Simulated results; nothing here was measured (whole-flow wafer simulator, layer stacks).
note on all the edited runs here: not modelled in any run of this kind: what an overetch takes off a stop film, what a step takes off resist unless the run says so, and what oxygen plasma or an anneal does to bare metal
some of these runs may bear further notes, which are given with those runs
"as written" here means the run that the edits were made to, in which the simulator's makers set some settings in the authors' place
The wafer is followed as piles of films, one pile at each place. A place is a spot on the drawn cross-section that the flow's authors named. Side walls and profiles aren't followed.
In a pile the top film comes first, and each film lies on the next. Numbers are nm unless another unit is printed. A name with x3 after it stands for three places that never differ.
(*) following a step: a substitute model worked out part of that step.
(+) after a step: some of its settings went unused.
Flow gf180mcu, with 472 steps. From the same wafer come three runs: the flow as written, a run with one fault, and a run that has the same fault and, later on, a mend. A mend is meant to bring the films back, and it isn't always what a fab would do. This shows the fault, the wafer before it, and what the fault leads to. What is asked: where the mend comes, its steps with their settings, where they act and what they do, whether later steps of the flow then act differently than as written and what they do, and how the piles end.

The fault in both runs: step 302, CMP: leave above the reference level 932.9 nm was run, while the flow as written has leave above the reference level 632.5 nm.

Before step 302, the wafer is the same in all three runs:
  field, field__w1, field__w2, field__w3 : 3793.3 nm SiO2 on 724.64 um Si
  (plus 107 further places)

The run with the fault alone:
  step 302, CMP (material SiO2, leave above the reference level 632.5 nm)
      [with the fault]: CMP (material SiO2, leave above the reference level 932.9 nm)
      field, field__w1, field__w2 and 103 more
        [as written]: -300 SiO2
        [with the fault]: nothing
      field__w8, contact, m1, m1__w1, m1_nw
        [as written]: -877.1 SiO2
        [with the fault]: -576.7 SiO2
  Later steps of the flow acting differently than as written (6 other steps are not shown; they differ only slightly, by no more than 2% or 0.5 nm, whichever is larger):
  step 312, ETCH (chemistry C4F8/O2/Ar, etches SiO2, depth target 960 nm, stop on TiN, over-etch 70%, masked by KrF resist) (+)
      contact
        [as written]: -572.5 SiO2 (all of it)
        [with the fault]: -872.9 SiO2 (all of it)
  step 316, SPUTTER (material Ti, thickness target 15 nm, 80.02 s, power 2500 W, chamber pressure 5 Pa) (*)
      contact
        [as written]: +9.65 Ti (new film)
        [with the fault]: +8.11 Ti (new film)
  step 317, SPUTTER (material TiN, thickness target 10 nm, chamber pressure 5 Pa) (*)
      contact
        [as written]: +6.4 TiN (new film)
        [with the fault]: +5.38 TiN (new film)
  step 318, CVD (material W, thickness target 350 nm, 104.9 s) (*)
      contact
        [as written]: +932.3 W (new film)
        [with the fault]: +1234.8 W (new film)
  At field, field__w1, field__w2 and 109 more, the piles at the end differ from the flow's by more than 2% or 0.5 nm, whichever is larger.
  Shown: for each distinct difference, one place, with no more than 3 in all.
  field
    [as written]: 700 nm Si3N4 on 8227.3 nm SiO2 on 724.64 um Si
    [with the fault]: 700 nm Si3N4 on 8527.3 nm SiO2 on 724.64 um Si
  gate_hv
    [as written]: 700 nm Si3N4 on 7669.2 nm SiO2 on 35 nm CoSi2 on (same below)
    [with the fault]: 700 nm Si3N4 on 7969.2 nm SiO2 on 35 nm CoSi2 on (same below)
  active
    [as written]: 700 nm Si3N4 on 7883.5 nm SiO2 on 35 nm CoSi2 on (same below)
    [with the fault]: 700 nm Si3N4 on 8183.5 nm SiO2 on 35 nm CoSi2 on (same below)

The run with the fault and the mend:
  The mend follows step 302.
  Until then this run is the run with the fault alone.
  step 302a, CMP (material SiO2, leave above the reference level 632.5 nm) (the flow's step 302, run once more)
      field, field__w1, field__w2 and 103 more
        -300 SiO2
      field__w8, contact, m1, m1__w1, m1_nw
        -300.4 SiO2
  Every later step of the flow that is run acts as written at every place that is followed.
  At every place that both follow, the piles at the end match the flow's.
